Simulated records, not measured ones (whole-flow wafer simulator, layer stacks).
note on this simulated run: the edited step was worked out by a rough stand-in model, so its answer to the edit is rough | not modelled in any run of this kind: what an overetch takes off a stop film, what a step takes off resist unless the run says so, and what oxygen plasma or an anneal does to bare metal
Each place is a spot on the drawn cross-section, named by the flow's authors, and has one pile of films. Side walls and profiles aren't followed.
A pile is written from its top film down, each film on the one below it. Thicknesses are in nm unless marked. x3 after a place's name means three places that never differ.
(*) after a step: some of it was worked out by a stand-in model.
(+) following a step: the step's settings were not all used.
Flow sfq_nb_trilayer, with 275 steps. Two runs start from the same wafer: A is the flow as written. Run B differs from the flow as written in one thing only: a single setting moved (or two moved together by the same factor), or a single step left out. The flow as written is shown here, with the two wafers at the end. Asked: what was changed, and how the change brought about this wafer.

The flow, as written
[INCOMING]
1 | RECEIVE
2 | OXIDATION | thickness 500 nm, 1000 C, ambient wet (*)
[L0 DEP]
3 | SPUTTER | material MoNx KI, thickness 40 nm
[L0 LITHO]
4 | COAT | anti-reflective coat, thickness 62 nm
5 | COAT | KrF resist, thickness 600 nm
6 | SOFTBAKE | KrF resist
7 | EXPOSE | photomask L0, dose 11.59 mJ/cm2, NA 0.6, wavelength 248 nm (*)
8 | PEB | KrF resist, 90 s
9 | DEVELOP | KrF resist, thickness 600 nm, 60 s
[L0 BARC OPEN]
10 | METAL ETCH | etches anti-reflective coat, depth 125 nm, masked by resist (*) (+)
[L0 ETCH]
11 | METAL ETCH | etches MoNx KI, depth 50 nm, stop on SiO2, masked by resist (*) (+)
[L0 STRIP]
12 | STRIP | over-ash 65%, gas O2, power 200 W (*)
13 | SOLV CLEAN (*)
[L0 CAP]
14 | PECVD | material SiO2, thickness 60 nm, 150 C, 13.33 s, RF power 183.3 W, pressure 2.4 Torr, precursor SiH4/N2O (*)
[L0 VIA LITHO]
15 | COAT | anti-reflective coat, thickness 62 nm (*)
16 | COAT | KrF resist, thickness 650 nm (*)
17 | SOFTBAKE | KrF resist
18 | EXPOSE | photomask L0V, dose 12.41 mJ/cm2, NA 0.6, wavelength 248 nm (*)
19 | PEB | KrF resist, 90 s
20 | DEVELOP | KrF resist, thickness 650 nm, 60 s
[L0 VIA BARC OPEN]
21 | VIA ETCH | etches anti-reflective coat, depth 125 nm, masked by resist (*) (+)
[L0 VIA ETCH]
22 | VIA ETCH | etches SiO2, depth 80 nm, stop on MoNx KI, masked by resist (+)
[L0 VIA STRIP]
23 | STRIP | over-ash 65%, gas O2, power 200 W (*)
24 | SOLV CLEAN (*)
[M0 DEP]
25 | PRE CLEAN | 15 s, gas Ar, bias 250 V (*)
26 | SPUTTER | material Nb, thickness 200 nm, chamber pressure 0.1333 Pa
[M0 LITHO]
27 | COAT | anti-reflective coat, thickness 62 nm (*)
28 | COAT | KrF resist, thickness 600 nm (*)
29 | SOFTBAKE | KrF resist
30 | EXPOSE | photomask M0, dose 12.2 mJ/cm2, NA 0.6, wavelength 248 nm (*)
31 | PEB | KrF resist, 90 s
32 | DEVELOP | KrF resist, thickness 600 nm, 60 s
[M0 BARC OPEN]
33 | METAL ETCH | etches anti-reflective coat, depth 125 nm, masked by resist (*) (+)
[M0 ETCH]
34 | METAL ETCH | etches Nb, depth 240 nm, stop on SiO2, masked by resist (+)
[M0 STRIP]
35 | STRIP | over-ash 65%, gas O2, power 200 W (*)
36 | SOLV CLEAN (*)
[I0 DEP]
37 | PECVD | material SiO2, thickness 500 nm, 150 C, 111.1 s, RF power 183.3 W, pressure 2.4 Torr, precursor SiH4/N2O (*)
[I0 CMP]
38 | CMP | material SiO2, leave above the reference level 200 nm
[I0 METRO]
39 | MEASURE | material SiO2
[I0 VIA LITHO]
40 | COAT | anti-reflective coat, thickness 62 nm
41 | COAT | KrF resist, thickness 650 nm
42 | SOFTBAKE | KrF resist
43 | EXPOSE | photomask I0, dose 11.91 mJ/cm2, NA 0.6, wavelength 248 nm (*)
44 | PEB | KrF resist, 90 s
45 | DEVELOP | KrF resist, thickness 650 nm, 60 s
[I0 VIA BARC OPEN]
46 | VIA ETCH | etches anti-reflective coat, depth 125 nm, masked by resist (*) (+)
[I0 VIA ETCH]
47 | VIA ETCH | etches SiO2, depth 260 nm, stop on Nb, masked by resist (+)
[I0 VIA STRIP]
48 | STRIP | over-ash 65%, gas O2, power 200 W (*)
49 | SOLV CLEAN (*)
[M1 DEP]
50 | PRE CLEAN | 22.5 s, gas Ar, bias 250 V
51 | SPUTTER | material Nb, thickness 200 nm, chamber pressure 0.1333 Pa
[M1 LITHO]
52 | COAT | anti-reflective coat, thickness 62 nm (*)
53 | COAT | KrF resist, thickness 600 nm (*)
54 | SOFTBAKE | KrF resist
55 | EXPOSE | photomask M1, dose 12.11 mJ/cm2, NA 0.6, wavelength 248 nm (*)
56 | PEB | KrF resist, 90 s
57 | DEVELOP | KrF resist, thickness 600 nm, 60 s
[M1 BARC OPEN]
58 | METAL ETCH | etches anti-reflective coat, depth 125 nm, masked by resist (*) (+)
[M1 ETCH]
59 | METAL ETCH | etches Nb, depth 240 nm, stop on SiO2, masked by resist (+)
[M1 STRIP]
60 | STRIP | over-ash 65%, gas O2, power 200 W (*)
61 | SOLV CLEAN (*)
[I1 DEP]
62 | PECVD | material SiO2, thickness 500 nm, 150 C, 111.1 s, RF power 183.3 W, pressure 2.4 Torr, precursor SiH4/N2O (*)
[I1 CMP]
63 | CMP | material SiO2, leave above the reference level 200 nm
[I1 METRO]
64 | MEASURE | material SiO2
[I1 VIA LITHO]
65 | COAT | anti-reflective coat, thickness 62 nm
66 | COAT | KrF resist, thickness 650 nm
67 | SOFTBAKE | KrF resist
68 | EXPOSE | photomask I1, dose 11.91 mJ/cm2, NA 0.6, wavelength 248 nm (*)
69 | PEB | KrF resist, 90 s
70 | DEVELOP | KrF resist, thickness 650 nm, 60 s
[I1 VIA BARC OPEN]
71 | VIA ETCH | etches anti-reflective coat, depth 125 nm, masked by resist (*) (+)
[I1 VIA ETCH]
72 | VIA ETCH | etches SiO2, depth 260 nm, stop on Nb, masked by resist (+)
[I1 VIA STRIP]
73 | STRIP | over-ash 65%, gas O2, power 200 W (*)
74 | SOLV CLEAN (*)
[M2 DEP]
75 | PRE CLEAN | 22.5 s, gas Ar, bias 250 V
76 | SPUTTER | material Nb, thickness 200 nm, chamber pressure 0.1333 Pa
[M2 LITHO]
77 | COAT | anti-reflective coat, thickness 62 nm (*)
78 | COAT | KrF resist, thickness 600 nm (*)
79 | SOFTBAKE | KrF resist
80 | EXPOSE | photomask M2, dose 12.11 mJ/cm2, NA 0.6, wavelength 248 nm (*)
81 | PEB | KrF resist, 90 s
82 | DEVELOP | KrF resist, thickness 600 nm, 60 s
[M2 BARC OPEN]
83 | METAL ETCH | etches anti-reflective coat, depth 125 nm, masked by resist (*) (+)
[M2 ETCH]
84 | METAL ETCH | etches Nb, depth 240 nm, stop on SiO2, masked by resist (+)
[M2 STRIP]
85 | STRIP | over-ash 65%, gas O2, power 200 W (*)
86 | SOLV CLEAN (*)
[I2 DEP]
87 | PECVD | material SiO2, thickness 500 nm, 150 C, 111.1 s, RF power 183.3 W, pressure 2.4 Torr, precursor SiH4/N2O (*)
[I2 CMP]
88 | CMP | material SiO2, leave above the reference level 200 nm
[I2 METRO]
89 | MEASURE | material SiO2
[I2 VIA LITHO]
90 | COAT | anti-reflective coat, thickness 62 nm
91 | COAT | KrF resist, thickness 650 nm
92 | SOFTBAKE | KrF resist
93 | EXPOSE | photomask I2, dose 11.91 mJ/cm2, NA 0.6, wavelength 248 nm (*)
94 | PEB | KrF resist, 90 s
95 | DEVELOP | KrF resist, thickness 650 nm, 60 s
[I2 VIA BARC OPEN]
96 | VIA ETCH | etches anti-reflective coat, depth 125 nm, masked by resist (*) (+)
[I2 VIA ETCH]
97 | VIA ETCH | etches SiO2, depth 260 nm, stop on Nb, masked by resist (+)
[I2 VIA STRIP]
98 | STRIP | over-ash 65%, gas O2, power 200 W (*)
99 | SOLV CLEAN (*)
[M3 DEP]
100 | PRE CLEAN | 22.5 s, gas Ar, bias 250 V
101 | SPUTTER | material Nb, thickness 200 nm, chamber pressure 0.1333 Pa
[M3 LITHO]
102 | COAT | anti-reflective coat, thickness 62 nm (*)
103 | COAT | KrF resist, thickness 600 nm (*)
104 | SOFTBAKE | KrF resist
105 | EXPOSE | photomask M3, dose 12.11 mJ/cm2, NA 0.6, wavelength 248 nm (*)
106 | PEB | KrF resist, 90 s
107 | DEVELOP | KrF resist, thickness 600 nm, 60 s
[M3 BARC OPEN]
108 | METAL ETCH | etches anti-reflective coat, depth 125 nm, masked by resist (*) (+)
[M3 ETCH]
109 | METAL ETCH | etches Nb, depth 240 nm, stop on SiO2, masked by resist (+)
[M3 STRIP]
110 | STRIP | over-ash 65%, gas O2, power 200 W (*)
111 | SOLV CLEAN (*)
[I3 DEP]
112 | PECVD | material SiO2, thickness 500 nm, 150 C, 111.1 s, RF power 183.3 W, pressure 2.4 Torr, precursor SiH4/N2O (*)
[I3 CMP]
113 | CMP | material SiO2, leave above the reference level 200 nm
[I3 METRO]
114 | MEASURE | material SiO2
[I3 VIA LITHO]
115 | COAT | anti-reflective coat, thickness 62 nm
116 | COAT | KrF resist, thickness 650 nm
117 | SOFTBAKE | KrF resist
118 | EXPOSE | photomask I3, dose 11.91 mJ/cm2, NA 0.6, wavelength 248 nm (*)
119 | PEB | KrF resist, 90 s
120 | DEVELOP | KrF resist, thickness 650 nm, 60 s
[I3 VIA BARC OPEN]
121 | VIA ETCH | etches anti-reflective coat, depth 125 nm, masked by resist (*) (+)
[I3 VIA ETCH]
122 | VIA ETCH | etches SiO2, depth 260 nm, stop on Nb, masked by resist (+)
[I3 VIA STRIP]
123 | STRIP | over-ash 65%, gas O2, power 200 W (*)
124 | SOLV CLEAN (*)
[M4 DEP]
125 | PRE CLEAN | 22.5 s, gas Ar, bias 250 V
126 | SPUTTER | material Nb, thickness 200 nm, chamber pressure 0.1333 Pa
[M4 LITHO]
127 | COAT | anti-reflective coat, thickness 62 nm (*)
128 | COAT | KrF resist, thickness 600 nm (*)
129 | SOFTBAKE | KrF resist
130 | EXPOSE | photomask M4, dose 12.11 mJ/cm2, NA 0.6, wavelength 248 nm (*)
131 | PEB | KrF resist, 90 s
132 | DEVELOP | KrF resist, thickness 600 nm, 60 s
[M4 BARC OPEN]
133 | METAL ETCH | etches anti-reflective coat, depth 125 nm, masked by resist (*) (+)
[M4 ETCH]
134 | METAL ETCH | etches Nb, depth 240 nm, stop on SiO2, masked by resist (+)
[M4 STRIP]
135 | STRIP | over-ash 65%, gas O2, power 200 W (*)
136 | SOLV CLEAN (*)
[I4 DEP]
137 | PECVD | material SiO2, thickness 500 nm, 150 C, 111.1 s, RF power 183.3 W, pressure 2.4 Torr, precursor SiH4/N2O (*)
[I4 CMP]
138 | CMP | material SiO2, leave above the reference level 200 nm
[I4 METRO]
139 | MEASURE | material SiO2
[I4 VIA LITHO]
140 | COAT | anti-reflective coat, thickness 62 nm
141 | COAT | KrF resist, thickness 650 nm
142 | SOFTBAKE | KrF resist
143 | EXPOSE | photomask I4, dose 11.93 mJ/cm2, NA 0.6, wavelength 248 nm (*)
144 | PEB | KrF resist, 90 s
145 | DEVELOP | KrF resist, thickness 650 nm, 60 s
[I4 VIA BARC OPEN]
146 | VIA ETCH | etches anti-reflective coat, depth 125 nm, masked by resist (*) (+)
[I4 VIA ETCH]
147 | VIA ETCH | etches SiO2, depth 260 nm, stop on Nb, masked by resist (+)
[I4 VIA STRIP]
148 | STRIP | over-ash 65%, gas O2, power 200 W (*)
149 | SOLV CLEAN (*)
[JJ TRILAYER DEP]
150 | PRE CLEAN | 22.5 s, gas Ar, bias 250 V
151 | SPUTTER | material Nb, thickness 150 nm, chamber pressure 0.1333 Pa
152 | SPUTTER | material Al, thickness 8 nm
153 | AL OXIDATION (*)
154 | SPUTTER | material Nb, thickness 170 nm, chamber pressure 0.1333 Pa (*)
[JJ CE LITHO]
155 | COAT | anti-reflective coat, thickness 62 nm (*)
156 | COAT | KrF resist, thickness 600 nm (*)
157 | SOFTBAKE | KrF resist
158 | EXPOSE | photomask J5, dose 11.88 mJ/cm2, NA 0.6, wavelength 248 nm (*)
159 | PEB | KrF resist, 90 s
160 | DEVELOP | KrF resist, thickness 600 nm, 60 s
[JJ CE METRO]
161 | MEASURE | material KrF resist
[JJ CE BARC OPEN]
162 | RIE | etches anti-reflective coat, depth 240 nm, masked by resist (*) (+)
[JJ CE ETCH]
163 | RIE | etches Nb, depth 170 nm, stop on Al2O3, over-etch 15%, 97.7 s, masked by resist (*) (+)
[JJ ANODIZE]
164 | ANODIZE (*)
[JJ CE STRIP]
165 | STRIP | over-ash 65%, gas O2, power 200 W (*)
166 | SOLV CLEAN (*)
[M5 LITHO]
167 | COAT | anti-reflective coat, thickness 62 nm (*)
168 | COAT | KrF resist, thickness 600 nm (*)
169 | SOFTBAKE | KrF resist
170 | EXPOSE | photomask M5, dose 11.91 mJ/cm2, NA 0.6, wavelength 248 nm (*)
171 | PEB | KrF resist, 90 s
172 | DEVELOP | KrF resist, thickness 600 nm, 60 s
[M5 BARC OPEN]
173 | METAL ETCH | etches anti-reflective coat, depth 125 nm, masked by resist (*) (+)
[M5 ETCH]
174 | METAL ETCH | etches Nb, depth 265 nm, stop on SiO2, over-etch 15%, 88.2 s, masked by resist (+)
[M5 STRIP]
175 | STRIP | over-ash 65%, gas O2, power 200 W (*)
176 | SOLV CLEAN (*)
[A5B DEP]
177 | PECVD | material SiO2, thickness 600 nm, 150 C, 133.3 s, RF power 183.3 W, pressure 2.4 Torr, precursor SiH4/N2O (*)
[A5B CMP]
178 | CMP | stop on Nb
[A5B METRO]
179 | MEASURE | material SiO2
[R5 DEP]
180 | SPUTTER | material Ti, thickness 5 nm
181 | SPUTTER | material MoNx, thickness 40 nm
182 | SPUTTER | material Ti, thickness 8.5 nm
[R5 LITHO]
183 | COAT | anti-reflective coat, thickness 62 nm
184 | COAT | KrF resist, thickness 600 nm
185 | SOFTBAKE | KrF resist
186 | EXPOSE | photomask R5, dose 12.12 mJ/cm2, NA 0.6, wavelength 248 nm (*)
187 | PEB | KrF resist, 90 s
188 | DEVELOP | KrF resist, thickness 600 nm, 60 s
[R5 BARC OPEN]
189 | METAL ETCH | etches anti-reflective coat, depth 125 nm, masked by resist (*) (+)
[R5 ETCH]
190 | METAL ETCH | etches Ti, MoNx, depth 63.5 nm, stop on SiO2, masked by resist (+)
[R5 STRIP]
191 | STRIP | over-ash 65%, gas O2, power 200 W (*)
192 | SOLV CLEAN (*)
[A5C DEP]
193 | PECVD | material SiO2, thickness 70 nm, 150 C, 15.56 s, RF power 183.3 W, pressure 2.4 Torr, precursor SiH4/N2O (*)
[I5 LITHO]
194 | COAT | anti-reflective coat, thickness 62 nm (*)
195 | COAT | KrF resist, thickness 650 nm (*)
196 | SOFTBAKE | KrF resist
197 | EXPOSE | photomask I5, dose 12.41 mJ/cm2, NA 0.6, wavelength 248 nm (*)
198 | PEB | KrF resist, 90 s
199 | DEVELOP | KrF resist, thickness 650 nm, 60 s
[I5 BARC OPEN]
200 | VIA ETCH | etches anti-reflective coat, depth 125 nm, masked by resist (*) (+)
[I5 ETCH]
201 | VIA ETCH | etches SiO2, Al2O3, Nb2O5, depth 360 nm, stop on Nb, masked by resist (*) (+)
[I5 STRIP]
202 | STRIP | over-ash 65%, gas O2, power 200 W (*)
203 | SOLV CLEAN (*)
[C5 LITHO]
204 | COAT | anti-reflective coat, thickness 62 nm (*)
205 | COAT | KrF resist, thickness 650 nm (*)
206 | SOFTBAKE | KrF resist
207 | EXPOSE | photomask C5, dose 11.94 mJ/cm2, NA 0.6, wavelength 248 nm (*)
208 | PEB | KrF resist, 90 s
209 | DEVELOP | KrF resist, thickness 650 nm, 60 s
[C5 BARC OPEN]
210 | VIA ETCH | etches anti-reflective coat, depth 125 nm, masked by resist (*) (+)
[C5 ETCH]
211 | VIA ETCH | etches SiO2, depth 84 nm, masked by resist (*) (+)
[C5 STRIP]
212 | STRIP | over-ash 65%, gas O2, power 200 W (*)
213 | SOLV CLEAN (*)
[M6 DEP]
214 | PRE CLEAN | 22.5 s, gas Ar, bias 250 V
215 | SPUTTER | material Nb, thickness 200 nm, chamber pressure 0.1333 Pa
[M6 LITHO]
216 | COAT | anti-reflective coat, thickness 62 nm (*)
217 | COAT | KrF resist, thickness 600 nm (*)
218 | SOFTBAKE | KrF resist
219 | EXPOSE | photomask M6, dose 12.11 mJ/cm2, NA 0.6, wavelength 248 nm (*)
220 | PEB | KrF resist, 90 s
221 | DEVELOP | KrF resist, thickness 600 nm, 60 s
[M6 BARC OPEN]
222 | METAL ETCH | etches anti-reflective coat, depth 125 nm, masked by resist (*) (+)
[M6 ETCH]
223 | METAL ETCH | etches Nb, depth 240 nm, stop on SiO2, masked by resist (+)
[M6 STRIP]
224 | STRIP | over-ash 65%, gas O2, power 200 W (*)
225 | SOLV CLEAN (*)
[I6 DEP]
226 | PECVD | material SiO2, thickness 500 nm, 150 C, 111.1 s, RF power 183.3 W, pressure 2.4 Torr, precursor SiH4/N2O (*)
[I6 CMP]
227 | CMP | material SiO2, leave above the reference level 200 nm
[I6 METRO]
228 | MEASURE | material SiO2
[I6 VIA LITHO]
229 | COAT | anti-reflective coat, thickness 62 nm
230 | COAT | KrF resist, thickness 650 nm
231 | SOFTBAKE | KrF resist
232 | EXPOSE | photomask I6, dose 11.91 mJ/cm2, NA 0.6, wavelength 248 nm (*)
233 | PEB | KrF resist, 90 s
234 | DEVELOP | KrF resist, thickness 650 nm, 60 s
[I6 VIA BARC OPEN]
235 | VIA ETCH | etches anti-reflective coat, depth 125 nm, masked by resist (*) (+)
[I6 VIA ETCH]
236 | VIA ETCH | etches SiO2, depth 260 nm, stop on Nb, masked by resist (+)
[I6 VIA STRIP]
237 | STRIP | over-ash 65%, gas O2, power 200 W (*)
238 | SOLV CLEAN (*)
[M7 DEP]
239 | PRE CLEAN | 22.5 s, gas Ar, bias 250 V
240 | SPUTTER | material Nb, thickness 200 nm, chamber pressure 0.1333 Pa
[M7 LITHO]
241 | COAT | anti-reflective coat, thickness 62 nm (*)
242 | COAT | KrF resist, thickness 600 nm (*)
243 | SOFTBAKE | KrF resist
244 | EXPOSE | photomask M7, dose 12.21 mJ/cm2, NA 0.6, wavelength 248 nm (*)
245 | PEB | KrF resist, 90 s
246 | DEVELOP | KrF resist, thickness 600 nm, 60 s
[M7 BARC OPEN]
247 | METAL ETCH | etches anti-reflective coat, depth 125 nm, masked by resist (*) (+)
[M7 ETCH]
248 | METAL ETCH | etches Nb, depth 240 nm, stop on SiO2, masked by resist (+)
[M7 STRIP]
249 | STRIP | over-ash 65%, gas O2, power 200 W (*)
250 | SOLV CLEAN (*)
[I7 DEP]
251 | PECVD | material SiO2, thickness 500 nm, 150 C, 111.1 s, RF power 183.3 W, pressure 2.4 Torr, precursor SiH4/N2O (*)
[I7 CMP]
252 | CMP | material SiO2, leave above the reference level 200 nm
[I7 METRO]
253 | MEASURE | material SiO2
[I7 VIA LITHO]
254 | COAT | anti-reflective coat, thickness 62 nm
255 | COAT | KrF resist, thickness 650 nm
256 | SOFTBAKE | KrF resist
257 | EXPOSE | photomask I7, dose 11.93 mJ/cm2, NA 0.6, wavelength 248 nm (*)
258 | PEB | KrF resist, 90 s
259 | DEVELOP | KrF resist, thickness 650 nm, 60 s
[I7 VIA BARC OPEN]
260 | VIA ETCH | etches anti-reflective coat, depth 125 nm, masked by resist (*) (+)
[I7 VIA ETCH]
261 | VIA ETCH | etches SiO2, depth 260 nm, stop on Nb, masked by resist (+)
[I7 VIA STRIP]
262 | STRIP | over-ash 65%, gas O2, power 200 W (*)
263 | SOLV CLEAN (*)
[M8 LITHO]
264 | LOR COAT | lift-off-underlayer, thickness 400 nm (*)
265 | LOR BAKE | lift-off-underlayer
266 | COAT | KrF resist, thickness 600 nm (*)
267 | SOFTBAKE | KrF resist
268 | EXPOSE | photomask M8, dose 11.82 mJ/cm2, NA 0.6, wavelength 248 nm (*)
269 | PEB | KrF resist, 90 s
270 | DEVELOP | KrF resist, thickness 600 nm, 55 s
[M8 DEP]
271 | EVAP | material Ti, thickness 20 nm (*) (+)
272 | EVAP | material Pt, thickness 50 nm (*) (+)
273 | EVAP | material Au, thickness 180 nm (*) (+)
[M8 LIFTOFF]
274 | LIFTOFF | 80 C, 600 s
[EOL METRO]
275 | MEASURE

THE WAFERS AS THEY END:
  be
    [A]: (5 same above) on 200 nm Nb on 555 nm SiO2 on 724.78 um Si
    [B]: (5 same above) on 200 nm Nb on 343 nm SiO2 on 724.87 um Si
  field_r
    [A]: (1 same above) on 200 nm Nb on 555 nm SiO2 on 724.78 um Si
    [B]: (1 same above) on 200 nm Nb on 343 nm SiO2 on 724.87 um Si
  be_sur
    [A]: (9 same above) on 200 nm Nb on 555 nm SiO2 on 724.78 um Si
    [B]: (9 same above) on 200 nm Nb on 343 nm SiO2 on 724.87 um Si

Cause: step 2, OXIDATION: thickness 288 nm was run, while the flow as written has thickness 500 nm.

The path from the change to this, step by step:
  2 | OXIDATION | thickness 500 nm, 1000 C, ambient wet (*)
      field_l, v_sur, via_wl and 103 more: A SiO2 gains 500 (new film), chemical SiO2 loses 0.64 (all of it), Si loses 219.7 | B SiO2 gains 288 (new film), chemical SiO2 loses 0.64 (all of it), Si loses 126.4
